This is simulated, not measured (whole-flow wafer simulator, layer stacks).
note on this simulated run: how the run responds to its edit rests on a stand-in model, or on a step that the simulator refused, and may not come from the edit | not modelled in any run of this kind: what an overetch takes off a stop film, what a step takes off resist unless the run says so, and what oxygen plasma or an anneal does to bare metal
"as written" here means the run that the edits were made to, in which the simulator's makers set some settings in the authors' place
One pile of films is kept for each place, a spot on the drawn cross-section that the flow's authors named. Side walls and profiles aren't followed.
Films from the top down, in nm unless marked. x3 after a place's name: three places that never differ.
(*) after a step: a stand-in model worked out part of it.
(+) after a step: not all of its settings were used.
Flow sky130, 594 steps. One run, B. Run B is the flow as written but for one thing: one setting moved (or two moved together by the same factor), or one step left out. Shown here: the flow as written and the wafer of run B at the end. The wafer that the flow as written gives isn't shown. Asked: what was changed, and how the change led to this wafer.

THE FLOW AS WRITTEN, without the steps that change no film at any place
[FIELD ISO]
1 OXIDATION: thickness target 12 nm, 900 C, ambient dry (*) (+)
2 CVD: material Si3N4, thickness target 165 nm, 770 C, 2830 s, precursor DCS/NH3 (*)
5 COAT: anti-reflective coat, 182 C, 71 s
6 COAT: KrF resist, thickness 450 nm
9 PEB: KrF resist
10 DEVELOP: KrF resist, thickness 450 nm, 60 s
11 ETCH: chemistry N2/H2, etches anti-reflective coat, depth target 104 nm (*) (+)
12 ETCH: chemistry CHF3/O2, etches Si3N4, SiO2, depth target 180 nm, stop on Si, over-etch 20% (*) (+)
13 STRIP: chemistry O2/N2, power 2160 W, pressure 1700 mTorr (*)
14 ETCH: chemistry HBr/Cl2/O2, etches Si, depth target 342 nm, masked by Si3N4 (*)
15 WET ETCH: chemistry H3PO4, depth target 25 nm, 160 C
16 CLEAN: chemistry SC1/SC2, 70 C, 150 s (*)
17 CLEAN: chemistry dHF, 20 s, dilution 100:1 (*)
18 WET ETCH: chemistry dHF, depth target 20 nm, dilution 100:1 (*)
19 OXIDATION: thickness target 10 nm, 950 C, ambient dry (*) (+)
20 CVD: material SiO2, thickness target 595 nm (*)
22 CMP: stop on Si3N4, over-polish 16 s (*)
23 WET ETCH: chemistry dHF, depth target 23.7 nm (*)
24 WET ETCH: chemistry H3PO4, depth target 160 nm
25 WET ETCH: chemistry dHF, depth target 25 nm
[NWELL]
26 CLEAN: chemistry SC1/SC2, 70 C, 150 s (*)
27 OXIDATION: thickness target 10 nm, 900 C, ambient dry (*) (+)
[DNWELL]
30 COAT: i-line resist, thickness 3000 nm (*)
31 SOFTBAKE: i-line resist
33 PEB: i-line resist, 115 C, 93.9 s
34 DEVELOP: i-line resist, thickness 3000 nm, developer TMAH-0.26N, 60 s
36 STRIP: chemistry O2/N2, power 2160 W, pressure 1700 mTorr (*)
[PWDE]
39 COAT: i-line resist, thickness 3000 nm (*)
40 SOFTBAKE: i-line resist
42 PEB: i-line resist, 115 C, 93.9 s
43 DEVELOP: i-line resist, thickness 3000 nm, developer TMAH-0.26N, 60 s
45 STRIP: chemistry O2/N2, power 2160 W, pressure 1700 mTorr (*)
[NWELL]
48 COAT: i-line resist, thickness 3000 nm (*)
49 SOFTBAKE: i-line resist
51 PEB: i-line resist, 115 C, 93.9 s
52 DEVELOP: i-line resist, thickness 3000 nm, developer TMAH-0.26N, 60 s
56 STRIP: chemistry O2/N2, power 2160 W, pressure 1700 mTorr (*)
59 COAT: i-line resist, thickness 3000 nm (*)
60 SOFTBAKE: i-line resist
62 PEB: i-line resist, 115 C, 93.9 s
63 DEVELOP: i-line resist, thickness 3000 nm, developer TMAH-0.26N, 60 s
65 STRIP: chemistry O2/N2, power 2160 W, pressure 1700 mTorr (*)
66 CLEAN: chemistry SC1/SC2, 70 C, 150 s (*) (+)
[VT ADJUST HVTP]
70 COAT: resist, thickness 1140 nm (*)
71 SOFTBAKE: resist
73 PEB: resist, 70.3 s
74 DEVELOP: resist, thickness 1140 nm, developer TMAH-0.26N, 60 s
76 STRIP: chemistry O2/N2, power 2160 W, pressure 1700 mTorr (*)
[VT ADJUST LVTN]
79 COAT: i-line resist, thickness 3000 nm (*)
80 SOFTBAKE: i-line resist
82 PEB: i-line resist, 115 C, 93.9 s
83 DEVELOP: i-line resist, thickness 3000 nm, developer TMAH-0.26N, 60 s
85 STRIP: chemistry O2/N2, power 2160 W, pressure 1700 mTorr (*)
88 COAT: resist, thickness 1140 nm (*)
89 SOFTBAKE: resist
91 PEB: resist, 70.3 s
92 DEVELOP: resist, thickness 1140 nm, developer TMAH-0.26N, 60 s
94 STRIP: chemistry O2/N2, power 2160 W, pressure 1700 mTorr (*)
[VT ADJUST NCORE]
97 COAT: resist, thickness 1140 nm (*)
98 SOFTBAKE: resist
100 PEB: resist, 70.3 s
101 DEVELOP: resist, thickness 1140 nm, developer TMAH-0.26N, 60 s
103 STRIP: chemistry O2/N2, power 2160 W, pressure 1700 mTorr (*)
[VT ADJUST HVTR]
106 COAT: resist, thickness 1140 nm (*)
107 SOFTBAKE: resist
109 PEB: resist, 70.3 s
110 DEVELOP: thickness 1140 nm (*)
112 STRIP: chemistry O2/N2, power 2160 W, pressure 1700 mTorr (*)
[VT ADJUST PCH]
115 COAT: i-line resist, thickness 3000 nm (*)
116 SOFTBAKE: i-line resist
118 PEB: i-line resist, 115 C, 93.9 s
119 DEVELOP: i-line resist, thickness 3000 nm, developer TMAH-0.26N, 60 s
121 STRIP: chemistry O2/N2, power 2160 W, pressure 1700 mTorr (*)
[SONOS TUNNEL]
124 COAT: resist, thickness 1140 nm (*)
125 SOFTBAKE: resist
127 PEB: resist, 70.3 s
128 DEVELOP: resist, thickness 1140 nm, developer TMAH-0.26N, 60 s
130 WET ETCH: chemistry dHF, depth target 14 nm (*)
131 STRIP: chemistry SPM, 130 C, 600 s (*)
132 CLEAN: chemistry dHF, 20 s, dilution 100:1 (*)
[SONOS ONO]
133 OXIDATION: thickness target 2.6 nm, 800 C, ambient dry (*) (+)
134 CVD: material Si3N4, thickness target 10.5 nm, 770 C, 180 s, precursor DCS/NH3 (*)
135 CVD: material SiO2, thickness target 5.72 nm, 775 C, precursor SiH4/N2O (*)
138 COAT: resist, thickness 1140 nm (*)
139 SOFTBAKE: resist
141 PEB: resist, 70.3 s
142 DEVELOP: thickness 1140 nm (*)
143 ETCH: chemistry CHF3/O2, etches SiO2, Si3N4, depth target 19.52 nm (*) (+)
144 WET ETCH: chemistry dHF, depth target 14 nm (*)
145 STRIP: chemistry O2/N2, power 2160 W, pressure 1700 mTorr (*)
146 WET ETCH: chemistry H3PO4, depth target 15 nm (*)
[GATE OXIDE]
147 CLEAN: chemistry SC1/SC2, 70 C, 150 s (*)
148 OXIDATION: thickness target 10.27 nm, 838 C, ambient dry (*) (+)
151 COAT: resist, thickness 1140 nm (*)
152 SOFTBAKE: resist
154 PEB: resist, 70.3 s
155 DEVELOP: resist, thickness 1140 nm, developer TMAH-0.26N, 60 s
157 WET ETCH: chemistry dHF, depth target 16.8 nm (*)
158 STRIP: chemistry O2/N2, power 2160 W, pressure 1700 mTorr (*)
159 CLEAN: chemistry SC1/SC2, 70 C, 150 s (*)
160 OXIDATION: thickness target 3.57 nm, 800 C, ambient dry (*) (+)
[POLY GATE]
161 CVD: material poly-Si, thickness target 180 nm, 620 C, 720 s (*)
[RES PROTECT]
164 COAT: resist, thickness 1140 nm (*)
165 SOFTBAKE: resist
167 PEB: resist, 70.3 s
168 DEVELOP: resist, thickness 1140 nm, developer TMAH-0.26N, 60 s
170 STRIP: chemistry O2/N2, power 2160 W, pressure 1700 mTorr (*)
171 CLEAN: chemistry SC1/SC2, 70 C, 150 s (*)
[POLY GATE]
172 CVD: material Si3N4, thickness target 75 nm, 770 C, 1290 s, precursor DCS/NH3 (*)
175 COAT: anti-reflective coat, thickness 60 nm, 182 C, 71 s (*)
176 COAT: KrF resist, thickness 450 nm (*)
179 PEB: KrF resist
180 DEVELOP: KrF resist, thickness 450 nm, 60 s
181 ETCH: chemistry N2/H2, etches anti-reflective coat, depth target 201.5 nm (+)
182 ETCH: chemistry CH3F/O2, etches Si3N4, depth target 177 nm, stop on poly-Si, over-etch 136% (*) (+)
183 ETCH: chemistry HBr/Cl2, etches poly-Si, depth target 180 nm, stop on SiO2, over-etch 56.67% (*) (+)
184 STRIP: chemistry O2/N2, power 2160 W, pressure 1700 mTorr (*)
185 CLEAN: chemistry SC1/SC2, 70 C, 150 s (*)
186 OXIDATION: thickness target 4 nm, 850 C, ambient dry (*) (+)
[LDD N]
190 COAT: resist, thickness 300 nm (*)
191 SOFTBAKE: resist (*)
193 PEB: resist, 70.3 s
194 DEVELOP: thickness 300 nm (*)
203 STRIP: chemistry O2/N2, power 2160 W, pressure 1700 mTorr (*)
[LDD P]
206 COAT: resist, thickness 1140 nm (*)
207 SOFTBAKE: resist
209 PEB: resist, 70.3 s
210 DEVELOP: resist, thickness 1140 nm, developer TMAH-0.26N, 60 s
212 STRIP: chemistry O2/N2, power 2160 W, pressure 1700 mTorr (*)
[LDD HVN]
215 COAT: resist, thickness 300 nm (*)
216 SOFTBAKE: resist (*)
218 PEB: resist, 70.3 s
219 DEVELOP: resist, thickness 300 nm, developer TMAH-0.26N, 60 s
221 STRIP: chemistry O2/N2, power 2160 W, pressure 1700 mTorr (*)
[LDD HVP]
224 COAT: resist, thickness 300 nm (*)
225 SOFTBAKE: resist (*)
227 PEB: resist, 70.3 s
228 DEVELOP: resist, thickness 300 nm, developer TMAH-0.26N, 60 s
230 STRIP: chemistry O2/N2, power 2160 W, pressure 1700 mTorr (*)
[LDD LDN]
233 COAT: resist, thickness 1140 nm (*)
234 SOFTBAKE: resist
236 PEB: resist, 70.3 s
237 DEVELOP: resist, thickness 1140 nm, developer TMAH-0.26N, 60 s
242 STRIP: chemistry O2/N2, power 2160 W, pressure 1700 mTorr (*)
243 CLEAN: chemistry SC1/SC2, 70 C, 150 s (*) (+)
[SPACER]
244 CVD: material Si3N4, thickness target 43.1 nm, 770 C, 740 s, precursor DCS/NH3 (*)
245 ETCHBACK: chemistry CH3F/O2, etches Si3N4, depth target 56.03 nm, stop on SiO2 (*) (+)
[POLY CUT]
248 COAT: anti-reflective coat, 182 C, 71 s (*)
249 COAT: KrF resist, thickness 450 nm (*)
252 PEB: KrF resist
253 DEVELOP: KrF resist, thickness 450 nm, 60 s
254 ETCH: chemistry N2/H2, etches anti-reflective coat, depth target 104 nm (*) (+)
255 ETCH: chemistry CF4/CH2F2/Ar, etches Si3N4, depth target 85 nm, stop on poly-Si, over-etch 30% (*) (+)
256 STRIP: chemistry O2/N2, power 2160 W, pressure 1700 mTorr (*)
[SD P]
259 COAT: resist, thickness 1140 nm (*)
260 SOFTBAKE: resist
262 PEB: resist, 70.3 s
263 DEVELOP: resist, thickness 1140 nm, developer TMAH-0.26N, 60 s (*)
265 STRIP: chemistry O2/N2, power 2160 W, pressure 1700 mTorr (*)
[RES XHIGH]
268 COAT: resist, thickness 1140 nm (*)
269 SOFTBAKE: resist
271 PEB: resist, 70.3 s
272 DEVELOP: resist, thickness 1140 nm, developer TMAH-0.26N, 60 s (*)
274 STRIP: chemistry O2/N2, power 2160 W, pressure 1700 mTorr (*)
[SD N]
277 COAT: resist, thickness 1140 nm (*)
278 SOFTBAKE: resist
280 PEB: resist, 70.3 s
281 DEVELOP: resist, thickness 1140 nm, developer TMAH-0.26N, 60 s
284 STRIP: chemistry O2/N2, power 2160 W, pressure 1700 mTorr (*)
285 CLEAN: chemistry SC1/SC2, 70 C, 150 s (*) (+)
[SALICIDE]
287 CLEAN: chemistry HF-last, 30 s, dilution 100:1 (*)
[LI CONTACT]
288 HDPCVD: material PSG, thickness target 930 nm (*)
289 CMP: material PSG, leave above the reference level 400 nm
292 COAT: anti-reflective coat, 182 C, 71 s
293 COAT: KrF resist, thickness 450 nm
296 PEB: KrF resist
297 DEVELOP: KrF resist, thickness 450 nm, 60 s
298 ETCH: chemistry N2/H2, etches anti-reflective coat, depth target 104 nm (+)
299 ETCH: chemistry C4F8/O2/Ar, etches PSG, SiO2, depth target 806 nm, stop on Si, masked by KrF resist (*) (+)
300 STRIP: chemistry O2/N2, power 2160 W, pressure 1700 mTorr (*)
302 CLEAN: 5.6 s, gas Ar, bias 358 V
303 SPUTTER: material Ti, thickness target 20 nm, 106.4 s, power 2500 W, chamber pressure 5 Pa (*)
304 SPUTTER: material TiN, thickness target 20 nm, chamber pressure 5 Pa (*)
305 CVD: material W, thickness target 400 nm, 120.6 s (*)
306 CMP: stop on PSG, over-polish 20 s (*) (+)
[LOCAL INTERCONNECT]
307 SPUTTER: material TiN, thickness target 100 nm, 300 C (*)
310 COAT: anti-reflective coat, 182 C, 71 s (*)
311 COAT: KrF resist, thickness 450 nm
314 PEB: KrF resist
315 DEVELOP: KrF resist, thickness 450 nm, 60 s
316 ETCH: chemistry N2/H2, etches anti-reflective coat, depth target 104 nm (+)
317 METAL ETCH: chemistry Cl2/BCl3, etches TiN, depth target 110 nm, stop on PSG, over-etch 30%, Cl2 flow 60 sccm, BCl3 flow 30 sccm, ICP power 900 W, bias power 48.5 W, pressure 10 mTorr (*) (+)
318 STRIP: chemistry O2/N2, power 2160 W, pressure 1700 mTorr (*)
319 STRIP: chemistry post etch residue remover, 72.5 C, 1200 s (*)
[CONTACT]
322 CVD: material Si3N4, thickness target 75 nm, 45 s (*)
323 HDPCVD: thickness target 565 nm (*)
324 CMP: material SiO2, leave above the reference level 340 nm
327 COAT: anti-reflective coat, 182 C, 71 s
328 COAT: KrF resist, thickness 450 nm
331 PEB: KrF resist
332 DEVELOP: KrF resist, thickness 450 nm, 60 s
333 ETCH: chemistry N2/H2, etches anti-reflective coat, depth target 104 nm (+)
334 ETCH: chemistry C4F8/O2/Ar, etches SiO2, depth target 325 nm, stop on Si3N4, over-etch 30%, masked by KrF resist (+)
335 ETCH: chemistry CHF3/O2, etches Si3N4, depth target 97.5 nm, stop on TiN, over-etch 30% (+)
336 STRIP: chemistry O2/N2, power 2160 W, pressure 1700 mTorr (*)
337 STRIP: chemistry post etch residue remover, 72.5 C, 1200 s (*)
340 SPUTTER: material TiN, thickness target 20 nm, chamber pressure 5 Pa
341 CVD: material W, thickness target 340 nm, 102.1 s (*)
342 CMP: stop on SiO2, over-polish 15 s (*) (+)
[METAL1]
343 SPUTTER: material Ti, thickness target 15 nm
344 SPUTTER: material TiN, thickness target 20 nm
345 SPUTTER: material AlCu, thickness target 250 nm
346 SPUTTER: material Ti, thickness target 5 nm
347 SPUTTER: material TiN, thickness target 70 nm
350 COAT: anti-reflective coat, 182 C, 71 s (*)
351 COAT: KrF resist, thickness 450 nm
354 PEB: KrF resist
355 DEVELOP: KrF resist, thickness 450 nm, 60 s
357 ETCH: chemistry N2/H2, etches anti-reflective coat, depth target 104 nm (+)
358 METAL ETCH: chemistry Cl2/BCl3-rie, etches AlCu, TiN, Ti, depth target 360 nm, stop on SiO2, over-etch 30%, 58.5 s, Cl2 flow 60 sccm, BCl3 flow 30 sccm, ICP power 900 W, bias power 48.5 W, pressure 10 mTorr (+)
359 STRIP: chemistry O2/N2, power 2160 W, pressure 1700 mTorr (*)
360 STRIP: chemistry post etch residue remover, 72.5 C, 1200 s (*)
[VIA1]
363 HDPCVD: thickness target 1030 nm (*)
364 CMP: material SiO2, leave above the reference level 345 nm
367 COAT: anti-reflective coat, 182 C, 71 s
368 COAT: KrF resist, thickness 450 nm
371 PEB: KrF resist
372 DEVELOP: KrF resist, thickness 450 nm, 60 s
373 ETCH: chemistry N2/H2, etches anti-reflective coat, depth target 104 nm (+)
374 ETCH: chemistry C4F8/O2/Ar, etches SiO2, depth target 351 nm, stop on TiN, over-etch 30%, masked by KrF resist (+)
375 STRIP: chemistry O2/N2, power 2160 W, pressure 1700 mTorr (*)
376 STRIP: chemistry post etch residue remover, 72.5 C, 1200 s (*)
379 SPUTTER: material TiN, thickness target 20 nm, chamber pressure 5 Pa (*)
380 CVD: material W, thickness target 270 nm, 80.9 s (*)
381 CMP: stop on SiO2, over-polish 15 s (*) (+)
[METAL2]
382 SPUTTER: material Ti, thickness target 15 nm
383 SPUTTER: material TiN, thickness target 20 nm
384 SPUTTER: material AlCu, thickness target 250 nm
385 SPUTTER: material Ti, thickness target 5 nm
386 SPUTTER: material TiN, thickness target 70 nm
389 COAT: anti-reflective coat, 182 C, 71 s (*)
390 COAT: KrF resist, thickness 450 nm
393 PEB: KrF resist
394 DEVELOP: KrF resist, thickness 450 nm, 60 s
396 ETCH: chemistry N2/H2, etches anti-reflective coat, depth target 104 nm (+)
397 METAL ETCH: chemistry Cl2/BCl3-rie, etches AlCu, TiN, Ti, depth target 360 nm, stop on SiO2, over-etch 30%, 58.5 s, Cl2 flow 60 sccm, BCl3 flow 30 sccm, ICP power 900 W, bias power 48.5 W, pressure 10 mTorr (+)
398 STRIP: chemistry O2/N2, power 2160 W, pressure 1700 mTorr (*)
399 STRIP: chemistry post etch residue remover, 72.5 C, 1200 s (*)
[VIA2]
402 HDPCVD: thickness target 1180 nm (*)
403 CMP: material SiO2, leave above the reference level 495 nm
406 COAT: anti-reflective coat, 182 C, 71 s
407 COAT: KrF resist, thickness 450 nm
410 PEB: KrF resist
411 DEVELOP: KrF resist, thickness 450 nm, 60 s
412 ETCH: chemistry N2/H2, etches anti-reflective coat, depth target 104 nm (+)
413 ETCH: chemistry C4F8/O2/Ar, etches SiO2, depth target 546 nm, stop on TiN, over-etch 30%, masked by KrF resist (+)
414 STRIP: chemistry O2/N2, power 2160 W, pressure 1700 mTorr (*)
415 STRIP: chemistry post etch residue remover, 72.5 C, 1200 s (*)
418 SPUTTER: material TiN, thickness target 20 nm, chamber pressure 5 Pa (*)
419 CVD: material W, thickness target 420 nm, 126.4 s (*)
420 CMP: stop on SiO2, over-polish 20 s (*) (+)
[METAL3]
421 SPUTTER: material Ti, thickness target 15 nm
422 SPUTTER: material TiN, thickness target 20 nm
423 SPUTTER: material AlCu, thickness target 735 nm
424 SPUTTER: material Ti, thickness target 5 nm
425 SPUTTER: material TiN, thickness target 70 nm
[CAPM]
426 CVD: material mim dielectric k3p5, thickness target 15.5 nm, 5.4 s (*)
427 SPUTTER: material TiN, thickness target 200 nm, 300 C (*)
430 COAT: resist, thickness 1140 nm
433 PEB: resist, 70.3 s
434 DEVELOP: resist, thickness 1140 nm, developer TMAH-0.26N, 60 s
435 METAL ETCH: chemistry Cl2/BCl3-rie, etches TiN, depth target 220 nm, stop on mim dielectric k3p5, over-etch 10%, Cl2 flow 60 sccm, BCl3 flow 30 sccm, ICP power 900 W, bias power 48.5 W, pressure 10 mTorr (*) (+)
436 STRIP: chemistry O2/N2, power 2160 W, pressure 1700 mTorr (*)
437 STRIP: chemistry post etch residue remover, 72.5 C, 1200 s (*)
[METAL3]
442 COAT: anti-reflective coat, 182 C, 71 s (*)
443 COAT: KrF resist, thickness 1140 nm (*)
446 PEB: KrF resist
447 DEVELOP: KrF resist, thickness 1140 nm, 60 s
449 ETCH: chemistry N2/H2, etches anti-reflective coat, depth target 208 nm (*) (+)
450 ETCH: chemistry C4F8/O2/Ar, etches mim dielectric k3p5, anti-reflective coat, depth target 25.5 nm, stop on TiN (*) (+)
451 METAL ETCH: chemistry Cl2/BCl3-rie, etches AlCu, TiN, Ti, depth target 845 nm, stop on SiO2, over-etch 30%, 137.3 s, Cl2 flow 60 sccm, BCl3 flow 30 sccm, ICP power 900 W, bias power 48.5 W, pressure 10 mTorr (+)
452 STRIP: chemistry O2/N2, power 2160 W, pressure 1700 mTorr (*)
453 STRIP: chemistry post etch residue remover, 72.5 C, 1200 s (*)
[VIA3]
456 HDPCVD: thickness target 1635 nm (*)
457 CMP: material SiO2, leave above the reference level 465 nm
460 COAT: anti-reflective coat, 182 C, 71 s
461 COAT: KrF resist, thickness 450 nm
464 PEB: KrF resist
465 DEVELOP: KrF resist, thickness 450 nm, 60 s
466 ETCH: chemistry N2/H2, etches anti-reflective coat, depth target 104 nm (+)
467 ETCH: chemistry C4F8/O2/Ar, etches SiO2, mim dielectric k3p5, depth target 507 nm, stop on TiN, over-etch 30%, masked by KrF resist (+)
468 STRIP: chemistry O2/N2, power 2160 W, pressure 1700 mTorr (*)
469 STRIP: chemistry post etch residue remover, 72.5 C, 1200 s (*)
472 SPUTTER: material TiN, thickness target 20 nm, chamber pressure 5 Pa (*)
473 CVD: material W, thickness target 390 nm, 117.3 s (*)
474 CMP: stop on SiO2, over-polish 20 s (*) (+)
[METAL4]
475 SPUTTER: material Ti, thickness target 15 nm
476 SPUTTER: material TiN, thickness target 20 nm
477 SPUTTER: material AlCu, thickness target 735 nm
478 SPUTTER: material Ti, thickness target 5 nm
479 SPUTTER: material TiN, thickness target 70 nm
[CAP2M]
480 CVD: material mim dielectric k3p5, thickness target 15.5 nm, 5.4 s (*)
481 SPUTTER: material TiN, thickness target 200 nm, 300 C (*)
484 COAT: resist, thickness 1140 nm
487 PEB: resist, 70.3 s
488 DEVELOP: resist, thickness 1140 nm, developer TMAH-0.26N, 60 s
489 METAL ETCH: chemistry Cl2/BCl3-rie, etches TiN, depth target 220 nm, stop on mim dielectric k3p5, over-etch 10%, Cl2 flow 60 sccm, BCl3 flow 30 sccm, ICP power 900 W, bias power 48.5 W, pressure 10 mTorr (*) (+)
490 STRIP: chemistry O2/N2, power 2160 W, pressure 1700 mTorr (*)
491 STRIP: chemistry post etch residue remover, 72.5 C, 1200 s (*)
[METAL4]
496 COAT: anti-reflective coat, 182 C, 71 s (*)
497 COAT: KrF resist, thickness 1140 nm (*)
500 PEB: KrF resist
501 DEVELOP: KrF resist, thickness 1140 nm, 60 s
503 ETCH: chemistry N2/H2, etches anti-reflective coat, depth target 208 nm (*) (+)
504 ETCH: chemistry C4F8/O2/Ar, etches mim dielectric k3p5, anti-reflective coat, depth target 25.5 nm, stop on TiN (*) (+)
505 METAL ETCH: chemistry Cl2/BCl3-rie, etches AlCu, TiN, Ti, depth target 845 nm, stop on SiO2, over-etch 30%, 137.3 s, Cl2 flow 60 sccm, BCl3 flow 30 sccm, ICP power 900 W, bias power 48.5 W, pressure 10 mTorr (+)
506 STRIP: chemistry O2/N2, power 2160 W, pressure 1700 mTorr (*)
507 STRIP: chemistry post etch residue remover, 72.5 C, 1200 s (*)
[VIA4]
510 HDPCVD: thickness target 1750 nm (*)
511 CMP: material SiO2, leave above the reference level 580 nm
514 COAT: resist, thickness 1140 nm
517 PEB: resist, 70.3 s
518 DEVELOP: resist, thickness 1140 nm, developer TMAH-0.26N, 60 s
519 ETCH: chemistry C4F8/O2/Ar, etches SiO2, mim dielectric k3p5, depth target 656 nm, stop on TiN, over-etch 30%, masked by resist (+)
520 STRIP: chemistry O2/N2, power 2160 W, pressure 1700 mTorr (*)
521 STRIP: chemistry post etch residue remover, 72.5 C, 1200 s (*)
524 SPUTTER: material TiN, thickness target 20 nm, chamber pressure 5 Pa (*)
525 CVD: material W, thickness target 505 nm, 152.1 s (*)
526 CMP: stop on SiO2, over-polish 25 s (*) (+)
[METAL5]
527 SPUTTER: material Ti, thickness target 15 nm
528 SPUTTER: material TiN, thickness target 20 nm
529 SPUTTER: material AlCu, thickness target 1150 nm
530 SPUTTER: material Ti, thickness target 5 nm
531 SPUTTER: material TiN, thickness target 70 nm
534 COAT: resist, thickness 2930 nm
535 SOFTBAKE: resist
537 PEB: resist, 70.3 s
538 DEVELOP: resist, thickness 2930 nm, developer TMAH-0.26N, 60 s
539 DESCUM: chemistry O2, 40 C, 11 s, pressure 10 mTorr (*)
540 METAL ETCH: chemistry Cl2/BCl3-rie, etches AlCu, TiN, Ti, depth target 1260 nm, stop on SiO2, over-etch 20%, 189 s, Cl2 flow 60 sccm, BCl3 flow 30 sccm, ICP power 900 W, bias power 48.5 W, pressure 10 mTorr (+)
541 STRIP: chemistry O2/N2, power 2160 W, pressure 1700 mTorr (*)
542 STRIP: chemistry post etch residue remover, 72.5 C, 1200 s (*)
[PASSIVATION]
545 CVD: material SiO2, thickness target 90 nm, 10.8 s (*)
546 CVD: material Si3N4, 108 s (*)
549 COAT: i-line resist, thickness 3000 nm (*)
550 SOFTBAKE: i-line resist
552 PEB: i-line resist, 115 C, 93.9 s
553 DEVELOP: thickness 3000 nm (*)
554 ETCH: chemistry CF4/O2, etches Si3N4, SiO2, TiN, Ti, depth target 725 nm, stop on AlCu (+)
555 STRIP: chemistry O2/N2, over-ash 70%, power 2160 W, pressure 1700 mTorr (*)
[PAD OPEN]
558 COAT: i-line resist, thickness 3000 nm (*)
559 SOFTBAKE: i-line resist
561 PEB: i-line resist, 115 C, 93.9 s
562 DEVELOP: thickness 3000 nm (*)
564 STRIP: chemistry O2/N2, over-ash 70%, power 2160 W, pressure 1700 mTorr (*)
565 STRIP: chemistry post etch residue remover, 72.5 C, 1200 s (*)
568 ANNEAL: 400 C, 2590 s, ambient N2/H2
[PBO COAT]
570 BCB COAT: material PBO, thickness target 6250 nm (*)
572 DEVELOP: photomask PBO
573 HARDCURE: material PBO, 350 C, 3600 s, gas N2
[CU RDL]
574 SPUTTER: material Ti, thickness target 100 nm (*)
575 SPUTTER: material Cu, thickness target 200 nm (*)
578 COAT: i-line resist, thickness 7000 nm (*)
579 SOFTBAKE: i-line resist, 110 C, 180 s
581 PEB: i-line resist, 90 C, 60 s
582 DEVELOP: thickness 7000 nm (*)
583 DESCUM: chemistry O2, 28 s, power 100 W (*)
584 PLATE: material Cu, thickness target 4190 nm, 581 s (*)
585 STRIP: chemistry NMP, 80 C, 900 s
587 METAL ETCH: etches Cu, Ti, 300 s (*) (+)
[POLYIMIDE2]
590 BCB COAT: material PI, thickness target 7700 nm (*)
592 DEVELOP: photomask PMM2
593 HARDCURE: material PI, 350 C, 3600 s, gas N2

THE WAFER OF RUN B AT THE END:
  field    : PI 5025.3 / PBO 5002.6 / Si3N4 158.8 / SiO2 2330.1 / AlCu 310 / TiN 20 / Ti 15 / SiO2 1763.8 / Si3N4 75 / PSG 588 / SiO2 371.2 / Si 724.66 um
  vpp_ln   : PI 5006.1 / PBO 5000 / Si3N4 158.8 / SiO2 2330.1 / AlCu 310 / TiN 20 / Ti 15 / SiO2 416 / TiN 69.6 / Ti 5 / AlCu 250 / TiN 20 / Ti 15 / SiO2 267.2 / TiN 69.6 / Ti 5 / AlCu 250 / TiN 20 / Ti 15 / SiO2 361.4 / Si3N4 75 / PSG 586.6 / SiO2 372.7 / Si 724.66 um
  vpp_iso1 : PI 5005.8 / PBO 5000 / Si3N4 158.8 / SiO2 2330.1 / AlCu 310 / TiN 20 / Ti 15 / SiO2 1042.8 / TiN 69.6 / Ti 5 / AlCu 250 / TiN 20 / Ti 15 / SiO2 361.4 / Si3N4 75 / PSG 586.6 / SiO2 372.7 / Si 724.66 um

The cause: step 451, METAL ETCH: depth target 380.2 nm was run, where the flow has depth target 845 nm; step 451, METAL ETCH: 61.8 s was run, where the flow has 137.3 s.

How the change led to this, step by step:
  451 METAL ETCH: chemistry Cl2/BCl3-rie, etches AlCu, TiN, Ti, depth target 845 nm, stop on SiO2, over-etch 30%, 137.3 s, Cl2 flow 60 sccm, BCl3 flow 30 sccm, ICP power 900 W, bias power 48.5 W, pressure 10 mTorr (+)
      field, gate, spacer and 68 more: TiN -70 (all of it), Ti -5 (all of it), AlCu -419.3 (as written it would be: TiN -70 (all of it), Ti -5 (all of it), AlCu -735 (all of it), TiN -20 (all of it), Ti -15 (all of it), SiO2 -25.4)
      active, vpp_ln, vpp_iso2 and 11 more: TiN -70 (all of it), Ti -5 (all of it), AlCu -419.3 (as written it would be: TiN -70 (all of it), Ti -5 (all of it), AlCu -735 (all of it), TiN -20 (all of it), Ti -15 (all of it), SiO2 -25.3)
      (and at 107 more places)
  452 STRIP: chemistry O2/N2, power 2160 W, pressure 1700 mTorr (*)
      n_well, p_well, gate_hv and 80 more: KrF resist -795 (all of it), anti-reflective coat -80 (all of it) (as written it would be: KrF resist -492.9 (all of it), anti-reflective coat -80 (all of it))
      m1, via2_hole: KrF resist -795.1 (all of it), anti-reflective coat -80.5 (all of it) (as written it would be: KrF resist -493 (all of it), anti-reflective coat -80.5 (all of it))
      (and at 22 more places)
  453 STRIP: chemistry post etch residue remover, 72.5 C, 1200 s (*)
      field, active, gate and 82 more: AlCu -5.72 (as written it would be: nothing)
  456 HDPCVD: thickness target 1635 nm (*)
      field, active, gate and 82 more: SiO2 +1635 (new film) (as written it would be: SiO2 +1635)
  457 CMP: material SiO2, leave above the reference level 465 nm
      field, active, gate and 82 more: SiO2 -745 (as written it would be: SiO2 -374.7)
Counting metal films that touch as one body, field has 1 body; the flow as written gives 0 bodies.
Counting metal films that touch as one body, vpp_ln has 3 bodies (between them, from the top down: SiO2 416; SiO2 267.2); the flow as written gives 2 bodies (between them, from the top down: SiO2 267.2).
Counting metal films that touch as one body, vpp_iso1 has 2 bodies (between them, from the top down: SiO2 1042.8); the flow as written gives 1 body.
